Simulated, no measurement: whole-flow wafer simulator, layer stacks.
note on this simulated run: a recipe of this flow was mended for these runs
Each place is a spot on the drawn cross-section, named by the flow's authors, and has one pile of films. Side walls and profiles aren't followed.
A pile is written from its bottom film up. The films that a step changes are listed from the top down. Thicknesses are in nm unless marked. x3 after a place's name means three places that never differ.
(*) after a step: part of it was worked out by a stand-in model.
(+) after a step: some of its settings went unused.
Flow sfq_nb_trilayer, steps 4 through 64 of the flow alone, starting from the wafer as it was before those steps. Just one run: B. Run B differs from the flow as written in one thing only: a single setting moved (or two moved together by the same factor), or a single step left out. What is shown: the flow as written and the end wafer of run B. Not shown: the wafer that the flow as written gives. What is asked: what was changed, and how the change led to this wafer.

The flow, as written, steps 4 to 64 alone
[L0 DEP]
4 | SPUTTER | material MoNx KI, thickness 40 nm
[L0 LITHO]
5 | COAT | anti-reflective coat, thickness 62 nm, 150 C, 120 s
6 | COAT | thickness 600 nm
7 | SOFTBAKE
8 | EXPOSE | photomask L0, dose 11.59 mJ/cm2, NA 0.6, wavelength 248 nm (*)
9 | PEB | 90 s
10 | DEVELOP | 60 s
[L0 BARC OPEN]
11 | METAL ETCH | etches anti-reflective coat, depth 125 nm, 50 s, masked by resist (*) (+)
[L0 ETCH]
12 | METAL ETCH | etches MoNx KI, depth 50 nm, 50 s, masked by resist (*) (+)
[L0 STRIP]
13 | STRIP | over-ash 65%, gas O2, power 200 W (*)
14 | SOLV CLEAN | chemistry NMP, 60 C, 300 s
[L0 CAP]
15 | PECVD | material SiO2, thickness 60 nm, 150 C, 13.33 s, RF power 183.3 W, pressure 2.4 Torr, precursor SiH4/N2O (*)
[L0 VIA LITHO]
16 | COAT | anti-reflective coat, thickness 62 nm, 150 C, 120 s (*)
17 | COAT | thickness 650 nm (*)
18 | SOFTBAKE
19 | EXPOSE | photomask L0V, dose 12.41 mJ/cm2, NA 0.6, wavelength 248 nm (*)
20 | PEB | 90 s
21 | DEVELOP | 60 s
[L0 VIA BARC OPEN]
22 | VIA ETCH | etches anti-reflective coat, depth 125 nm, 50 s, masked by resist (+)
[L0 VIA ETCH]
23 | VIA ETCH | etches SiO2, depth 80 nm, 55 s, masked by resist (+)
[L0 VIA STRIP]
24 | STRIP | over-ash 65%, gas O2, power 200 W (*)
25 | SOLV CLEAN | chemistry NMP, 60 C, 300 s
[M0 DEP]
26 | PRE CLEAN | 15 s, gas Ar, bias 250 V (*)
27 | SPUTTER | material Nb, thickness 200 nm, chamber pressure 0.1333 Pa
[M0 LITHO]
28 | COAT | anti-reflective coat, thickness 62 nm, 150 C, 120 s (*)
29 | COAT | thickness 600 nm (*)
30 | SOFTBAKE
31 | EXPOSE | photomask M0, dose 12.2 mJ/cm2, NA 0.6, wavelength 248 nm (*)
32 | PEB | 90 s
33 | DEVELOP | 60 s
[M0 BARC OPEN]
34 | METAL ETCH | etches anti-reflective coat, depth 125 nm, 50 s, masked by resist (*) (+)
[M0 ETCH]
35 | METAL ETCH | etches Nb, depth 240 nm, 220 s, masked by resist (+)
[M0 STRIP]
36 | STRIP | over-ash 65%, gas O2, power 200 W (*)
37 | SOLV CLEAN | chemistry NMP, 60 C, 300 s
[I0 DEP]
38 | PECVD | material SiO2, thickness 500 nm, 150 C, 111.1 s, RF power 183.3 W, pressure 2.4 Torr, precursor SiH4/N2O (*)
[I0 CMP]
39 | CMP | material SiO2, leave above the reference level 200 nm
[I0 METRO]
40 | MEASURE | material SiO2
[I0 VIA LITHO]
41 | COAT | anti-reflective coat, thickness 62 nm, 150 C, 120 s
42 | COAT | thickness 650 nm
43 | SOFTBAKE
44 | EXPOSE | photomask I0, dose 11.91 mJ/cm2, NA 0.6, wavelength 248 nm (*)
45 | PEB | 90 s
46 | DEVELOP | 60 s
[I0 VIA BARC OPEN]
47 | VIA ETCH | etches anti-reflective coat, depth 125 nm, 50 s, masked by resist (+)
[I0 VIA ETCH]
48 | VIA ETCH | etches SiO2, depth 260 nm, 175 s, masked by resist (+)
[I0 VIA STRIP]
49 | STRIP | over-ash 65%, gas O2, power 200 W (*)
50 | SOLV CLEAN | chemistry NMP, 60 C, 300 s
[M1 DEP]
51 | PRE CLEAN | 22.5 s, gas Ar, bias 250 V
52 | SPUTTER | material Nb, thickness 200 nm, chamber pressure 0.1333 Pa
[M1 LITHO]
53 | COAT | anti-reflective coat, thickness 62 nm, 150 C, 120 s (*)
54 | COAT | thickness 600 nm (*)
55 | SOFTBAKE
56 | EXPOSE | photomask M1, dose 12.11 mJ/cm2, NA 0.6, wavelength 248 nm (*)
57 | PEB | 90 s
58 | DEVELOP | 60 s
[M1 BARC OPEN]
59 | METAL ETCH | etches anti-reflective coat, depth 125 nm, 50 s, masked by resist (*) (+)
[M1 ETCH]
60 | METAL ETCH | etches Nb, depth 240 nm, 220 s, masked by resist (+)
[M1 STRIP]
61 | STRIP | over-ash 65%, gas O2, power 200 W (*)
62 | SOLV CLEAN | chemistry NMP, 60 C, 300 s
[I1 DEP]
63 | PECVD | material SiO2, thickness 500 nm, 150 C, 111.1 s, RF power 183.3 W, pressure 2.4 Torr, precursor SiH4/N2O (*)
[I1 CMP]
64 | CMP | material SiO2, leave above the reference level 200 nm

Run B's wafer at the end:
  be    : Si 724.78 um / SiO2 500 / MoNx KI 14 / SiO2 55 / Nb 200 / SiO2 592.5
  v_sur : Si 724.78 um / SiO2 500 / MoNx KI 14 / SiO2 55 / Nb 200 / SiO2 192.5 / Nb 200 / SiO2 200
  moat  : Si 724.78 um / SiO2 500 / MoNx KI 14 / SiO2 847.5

The reason: step 4, SPUTTER: thickness 64 nm was run, while the flow as written has thickness 40 nm.

The path from the change to this, step by step:
  4 | SPUTTER | material MoNx KI, thickness 40 nm
      field_l, v_sur, via_wl and 103 more: +64 MoNx KI (new film) (it would be, as written: +40 MoNx KI (new film))
  12 | METAL ETCH | etches MoNx KI, depth 50 nm, 50 s, masked by resist (*) (+)
      v_sur, via_wl, via_w and 97 more: -50 MoNx KI (it would be, as written: -40 MoNx KI (all of it), -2 SiO2)
  15 | PECVD | material SiO2, thickness 60 nm, 150 C, 13.33 s, RF power 183.3 W, pressure 2.4 Torr, precursor SiH4/N2O (*)
      v_sur, via_wl, via_w and 97 more: +60 SiO2 (new film) (it would be, as written: +60 SiO2)
  16 | COAT | anti-reflective coat, thickness 62 nm, 150 C, 120 s (*)
      field_l: +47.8 anti-reflective coat (new film) (it would be, as written: +50 anti-reflective coat (new film))
      v_sur: +81.2 anti-reflective coat (new film) (it would be, as written: +78.1 anti-reflective coat (new film))
      (and at 4 other places as well)
  24 | STRIP | over-ash 65%, gas O2, power 200 W (*)
      field_l: -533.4 KrF-resist-other-grade (all of it), -47.8 anti-reflective coat (all of it) (it would be, as written: -534.7 KrF-resist-other-grade (all of it), -50 anti-reflective coat (all of it))
      v_sur: -545.1 KrF-resist-other-grade (all of it), -81.2 anti-reflective coat (all of it) (it would be, as written: -544.6 KrF-resist-other-grade (all of it), -78.1 anti-reflective coat (all of it))
      (and at 4 other places as well)
  28 | COAT | anti-reflective coat, thickness 62 nm, 150 C, 120 s (*)
      field_l: +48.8 anti-reflective coat (new film) (it would be, as written: +50.5 anti-reflective coat (new film))
      v_sur: +81.3 anti-reflective coat (new film) (it would be, as written: +78.2 anti-reflective coat (new film))
      (and at 4 other places as well)
  36 | STRIP | over-ash 65%, gas O2, power 200 W (*)
      field_l: -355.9 KrF-resist-other-grade (all of it), -48.8 anti-reflective coat (all of it) (it would be, as written: -357.4 KrF-resist-other-grade (all of it), -50.5 anti-reflective coat (all of it))
      v_sur: -368.1 KrF-resist-other-grade (all of it), -81.3 anti-reflective coat (all of it) (it would be, as written: -367.4 KrF-resist-other-grade (all of it), -78.2 anti-reflective coat (all of it))
      (and at 4 other places as well)
  39 | CMP | material SiO2, leave above the reference level 200 nm
      field_l, l0_sur, l0r_line_l, l0r_line_c, l0r_line_r: -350 SiO2 (it would be, as written: -342 SiO2)
      l0v: -285.4 SiO2 (it would be, as written: -277.4 SiO2)
With metal films that touch counted as one body, be has 2 bodies (between them, from the top down: SiO2 55); the flow as written gives 1 body.
With metal films that touch counted as one body, v_sur has 3 bodies (between them, from the top down: SiO2 192.5; SiO2 55); the flow as written gives 2 bodies (between them, from the top down: SiO2 192.5).
With metal films that touch counted as one body, moat has 1 body; the flow as written gives 0 bodies.
